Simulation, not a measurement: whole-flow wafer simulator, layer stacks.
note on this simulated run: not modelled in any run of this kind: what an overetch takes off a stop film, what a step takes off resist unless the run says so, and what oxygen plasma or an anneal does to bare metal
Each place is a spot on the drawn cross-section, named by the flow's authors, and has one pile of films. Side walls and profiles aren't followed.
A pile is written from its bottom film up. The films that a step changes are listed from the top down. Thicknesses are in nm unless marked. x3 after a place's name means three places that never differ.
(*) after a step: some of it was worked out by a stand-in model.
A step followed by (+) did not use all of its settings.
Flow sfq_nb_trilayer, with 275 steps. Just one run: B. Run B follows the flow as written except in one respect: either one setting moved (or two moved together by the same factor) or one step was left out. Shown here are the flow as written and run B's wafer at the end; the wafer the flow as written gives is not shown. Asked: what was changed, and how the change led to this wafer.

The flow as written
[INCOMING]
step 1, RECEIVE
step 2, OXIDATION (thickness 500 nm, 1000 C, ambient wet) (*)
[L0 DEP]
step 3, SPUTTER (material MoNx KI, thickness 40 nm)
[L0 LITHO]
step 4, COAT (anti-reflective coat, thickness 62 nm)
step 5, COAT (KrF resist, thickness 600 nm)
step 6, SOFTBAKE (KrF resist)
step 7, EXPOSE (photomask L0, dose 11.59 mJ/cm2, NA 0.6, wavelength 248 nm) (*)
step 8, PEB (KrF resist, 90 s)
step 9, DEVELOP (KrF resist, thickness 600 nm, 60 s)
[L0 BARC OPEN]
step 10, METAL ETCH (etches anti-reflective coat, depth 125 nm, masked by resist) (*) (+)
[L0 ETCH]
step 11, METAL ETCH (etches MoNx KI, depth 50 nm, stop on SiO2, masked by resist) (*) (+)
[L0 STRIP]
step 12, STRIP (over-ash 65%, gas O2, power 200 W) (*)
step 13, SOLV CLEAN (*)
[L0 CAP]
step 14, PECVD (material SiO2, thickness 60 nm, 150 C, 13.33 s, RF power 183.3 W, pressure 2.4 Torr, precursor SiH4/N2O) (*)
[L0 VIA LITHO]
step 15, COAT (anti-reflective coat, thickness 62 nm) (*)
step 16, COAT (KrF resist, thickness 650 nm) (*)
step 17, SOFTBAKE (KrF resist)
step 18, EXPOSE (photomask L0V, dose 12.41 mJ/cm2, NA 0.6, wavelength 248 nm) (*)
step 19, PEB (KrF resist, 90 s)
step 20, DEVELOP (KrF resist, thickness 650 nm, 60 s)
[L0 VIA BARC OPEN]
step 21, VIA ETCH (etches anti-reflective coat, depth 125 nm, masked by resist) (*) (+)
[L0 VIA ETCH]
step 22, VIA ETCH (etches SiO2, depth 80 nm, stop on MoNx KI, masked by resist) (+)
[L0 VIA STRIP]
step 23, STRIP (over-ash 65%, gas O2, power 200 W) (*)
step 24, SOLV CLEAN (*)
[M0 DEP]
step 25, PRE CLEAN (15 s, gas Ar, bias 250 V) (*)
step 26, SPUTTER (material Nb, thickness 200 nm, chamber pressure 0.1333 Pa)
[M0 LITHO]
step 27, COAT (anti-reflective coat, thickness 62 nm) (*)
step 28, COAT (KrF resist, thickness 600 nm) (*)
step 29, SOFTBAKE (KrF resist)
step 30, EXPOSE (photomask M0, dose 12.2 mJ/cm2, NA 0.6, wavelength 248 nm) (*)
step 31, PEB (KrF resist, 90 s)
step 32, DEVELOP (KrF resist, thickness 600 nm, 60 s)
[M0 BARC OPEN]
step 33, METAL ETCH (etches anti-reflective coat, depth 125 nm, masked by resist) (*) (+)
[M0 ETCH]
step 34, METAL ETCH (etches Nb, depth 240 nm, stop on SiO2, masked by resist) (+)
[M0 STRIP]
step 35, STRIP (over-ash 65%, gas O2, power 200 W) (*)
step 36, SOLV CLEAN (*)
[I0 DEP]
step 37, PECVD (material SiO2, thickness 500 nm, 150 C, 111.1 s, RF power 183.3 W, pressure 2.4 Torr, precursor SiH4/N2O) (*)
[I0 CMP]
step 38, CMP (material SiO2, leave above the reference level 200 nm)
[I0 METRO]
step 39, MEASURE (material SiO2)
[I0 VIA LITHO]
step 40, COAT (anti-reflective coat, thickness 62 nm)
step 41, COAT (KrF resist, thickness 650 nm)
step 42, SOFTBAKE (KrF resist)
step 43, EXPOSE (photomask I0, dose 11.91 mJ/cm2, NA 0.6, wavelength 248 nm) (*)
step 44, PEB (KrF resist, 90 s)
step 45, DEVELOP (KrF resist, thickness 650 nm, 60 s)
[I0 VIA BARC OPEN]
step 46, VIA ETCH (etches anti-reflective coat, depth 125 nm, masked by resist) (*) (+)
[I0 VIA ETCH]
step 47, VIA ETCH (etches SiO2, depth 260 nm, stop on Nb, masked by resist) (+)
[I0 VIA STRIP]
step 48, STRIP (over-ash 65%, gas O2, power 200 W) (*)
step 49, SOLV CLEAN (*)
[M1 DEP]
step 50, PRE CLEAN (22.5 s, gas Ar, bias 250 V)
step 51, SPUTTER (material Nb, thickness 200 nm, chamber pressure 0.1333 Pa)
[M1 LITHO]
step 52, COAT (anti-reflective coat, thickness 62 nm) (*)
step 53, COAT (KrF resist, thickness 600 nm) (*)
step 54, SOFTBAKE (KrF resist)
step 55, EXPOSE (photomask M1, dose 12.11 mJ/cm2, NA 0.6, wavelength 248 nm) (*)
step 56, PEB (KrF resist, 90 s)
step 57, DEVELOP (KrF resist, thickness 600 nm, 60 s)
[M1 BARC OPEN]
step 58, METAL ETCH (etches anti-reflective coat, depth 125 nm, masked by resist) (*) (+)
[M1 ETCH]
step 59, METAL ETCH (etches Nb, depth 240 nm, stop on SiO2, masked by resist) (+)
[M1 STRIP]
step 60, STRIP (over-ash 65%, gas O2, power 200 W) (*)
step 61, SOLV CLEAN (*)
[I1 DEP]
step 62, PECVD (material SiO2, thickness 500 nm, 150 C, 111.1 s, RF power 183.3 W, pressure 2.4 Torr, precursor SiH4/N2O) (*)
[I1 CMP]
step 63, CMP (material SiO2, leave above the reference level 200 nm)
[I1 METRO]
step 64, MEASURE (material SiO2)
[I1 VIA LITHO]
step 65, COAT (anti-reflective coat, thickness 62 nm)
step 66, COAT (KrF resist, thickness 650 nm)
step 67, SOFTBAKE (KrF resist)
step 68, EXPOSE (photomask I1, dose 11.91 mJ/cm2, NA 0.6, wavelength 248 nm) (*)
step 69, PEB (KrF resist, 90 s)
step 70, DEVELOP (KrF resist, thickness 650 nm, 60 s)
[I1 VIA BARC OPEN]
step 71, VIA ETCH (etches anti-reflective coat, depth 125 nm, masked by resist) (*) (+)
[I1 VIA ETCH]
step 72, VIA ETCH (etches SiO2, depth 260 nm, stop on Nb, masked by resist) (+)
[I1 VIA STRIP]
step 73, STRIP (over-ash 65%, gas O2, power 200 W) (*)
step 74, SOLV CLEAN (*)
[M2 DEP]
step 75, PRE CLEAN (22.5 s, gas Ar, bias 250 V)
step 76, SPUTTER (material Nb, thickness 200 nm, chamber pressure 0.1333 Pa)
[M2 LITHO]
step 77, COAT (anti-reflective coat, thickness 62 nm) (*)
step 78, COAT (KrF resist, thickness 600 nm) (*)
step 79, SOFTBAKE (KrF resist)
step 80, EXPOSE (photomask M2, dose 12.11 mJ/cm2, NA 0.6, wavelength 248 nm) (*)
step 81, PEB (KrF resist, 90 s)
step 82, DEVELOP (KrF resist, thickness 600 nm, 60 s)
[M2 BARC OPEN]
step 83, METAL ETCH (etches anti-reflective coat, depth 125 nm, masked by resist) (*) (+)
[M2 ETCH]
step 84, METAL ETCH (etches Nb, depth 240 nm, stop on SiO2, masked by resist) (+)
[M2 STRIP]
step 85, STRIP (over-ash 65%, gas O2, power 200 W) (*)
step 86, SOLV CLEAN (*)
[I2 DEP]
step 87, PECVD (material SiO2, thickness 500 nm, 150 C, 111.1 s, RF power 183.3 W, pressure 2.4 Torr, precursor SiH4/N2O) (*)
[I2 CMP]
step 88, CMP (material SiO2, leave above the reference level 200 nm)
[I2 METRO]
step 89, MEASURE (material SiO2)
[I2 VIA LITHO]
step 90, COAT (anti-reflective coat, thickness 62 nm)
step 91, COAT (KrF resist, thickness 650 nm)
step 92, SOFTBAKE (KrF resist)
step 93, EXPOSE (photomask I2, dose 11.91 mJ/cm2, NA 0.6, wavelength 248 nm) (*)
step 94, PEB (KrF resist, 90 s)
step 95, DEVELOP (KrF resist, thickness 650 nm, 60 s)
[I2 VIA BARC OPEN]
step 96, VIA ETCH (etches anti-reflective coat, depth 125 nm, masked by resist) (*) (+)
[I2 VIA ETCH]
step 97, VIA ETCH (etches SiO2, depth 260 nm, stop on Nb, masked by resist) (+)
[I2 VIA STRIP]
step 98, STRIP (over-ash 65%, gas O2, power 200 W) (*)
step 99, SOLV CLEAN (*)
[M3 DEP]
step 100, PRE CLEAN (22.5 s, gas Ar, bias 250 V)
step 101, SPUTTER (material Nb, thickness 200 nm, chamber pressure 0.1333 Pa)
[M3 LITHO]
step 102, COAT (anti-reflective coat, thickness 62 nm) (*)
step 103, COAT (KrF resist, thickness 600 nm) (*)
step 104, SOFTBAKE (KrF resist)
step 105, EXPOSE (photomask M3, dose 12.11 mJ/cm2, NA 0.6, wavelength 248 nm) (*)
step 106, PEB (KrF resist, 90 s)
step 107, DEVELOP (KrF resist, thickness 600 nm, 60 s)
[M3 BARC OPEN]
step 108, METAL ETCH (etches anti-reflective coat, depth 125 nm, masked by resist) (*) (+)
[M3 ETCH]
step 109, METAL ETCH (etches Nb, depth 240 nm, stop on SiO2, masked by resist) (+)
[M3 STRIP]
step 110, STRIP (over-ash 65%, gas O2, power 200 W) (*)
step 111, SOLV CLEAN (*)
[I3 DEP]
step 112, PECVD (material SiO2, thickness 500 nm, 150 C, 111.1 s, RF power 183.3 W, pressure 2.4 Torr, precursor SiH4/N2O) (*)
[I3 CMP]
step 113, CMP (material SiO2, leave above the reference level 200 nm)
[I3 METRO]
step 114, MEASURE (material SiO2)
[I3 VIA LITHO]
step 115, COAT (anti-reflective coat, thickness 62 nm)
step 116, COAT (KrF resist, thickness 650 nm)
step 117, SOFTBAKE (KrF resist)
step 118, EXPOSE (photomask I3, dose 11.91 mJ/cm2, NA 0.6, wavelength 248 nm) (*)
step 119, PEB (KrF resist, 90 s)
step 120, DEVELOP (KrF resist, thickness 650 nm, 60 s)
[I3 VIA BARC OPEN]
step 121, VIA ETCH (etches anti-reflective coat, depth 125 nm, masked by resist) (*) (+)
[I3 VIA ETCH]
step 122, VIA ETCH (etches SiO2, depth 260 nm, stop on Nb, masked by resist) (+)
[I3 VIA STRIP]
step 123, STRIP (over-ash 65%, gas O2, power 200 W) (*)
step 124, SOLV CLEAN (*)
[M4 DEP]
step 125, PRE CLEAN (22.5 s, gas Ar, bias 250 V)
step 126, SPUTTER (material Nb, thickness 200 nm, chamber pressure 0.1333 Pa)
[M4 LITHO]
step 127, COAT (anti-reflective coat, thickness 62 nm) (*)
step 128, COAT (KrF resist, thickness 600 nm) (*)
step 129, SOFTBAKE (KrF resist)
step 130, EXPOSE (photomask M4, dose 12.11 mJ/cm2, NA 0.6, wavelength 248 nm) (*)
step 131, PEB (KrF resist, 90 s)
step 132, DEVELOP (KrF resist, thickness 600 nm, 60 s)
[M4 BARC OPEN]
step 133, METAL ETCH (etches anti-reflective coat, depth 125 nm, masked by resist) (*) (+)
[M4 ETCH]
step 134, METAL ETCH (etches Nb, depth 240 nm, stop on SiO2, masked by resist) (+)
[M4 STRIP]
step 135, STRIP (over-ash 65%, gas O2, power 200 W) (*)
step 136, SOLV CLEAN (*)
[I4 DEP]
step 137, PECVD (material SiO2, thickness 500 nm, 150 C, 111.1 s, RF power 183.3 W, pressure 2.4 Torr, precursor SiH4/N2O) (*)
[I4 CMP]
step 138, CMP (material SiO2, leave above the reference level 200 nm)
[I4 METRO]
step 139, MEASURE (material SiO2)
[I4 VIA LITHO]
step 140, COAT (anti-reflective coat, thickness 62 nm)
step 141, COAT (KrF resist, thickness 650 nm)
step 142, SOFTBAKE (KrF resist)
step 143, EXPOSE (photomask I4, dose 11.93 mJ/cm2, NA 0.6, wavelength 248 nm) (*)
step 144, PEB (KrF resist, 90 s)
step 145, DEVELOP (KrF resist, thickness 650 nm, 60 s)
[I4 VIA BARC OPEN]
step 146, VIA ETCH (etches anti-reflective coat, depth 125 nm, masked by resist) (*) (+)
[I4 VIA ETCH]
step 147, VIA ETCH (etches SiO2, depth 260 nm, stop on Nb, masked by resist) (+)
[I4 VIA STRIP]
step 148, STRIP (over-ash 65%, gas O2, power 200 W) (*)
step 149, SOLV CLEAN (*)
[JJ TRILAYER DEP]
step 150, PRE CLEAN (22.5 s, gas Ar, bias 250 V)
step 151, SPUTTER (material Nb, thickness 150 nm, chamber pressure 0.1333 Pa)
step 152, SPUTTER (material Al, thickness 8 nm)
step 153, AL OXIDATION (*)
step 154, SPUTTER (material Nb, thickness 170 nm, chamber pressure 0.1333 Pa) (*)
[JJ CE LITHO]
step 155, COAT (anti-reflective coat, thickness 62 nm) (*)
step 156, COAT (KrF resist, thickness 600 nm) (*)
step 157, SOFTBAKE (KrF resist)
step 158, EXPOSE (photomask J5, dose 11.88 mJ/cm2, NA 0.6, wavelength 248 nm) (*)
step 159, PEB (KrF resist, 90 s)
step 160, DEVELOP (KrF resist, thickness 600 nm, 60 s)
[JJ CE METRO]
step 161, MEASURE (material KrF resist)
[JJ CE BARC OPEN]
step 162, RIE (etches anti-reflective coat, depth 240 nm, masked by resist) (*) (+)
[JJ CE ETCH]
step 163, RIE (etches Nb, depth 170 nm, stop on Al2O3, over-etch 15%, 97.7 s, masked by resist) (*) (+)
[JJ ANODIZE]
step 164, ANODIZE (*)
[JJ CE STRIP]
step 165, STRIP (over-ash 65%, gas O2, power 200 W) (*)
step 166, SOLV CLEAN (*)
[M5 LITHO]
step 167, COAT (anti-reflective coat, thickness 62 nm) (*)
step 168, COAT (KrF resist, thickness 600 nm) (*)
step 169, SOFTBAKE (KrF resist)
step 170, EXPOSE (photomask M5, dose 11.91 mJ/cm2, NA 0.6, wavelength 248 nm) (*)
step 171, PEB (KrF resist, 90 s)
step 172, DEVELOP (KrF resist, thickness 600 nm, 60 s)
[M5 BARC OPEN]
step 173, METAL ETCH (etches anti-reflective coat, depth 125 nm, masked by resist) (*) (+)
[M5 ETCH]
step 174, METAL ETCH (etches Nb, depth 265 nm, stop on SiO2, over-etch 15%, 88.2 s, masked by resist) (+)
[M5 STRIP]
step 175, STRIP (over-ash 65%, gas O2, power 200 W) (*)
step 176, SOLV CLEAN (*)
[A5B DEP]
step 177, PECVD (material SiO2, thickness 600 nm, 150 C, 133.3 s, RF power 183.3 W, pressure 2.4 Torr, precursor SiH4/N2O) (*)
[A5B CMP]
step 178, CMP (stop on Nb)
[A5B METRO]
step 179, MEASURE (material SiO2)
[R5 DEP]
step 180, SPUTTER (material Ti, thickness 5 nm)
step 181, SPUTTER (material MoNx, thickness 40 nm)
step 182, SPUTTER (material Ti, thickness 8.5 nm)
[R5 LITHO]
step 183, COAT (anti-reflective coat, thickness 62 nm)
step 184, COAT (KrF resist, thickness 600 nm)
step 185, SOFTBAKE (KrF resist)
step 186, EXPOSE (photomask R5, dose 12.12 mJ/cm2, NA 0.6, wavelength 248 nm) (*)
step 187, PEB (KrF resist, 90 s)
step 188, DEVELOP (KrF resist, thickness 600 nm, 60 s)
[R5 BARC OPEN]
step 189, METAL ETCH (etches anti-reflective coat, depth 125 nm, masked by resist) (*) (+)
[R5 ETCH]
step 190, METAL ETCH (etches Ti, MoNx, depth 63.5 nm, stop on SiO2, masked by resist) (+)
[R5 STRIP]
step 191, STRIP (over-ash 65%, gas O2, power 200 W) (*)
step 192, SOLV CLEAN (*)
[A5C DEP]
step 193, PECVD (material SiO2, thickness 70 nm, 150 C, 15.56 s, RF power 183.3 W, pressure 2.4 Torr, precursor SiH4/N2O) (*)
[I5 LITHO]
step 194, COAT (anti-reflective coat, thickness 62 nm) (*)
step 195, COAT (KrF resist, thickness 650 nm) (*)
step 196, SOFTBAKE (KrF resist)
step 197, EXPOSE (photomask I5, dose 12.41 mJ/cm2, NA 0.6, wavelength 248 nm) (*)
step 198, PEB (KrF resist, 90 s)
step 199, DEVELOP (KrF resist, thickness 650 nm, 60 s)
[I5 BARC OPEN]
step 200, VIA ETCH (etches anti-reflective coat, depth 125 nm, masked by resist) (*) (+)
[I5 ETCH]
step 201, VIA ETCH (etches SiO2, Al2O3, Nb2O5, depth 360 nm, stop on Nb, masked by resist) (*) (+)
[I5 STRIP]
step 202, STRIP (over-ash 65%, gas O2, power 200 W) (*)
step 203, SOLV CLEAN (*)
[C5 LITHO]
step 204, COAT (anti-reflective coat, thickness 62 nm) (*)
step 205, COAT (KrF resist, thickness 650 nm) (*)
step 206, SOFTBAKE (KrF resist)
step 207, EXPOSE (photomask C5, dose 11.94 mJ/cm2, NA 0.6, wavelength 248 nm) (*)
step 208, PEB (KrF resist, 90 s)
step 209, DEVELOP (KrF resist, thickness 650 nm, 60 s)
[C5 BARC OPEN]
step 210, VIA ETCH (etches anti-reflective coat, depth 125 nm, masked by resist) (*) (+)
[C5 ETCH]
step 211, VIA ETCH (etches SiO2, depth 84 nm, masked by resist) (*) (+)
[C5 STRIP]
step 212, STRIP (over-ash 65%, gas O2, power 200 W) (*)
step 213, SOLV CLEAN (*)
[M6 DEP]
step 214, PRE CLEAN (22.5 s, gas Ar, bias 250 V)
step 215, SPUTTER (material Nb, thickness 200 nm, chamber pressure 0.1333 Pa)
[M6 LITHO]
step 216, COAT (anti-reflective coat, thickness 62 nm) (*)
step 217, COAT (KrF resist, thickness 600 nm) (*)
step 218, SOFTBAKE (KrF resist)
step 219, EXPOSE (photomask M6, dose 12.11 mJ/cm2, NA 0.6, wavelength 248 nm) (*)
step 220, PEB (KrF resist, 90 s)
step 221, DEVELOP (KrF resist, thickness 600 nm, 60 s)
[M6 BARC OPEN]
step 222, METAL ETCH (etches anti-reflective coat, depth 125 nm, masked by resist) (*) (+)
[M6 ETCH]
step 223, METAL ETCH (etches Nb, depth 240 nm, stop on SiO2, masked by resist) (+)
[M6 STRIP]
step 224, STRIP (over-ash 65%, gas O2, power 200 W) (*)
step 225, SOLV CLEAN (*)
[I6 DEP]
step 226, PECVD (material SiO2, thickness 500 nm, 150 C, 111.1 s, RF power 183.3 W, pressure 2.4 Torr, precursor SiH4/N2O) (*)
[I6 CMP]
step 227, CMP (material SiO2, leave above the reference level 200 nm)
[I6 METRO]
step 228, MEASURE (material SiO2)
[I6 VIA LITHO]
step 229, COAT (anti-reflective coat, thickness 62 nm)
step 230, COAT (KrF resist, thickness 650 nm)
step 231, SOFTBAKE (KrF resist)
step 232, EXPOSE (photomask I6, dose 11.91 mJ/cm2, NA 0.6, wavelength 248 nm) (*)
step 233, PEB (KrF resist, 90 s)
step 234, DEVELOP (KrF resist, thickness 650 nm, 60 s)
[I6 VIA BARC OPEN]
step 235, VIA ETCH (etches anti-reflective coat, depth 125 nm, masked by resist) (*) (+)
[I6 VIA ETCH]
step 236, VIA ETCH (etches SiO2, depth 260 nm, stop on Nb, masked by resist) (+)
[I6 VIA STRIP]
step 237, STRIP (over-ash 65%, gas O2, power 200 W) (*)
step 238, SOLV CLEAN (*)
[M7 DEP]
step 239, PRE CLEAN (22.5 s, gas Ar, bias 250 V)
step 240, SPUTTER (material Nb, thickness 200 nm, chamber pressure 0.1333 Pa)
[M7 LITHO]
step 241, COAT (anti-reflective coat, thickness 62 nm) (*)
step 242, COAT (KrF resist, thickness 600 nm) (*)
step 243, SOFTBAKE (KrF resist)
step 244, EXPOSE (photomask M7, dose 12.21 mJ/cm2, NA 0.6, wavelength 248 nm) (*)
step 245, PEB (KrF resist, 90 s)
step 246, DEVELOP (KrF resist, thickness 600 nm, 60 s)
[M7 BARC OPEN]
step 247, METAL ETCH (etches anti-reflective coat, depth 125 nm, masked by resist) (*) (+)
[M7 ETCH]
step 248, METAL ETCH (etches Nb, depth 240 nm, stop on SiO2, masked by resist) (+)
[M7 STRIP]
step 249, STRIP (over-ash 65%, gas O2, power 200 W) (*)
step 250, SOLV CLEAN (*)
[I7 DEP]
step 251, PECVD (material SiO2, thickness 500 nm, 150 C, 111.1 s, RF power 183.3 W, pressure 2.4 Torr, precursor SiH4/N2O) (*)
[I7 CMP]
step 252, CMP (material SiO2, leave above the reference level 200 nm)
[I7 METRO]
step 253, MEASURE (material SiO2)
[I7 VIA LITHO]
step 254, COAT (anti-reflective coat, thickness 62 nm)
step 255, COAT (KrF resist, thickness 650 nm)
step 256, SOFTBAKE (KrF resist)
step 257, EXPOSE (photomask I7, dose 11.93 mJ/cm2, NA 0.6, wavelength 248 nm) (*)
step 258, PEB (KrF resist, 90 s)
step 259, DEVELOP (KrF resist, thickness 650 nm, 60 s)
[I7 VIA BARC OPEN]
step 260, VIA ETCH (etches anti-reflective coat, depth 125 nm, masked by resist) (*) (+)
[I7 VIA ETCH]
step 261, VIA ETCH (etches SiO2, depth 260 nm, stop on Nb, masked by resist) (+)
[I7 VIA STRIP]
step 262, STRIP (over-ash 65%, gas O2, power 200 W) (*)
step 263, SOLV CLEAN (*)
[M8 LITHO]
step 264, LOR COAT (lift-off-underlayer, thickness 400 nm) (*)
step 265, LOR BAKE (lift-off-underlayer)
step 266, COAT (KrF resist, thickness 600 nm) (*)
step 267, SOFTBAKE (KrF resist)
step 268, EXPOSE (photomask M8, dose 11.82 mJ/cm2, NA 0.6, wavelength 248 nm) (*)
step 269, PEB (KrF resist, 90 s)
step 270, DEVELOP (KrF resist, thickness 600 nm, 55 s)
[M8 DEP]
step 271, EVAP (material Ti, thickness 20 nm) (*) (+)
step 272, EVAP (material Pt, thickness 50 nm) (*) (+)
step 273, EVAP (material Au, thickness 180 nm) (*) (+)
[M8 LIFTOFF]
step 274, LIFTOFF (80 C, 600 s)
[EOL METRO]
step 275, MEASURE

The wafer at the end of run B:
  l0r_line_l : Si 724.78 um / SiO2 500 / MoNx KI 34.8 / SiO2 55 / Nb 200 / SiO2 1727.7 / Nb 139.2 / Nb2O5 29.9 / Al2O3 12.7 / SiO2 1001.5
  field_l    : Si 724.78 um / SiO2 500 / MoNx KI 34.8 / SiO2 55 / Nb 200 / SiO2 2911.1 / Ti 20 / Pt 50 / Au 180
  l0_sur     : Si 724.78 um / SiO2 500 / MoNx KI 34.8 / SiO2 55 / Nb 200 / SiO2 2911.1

The reason: step 3, SPUTTER: thickness 34.8 nm was run, whereas the flow has thickness 40 nm.
The wafer lets one read it off: l0r_line_l has MoNx KI 34.8, and step 3 as written asks for 40 nm.

The path from the change to this, step by step:
  step 3, SPUTTER (material MoNx KI, thickness 40 nm)
      field_l, v_sur, via_wl and 103 more: +34.8 MoNx KI (new film) (as written it would have been: +40 MoNx KI (new film))
  step 11, METAL ETCH (etches MoNx KI, depth 50 nm, stop on SiO2, masked by resist) (*) (+)
      v_sur, via_wl, via_w and 97 more: -34.8 MoNx KI (all of it) (as written it would have been: -40 MoNx KI (all of it))
  step 15, COAT (anti-reflective coat, thickness 62 nm) (*)
      l0r_space_c: +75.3 anti-reflective coat (new film) (as written it would have been: +77.2 anti-reflective coat (new film))
  step 23, STRIP (over-ash 65%, gas O2, power 200 W) (*)
      l0r_space_c: -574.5 KrF resist (all of it), -75.3 anti-reflective coat (all of it) (as written it would have been: -576.8 KrF resist (all of it), -77.2 anti-reflective coat (all of it))
  step 27, COAT (anti-reflective coat, thickness 62 nm) (*)
      l0r_space_c: +75.8 anti-reflective coat (new film) (as written it would have been: +78 anti-reflective coat (new film))
  step 35, STRIP (over-ash 65%, gas O2, power 200 W) (*)
      l0r_space_c: -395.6 KrF resist (all of it), -75.8 anti-reflective coat (all of it) (as written it would have been: -397.6 KrF resist (all of it), -78 anti-reflective coat (all of it))
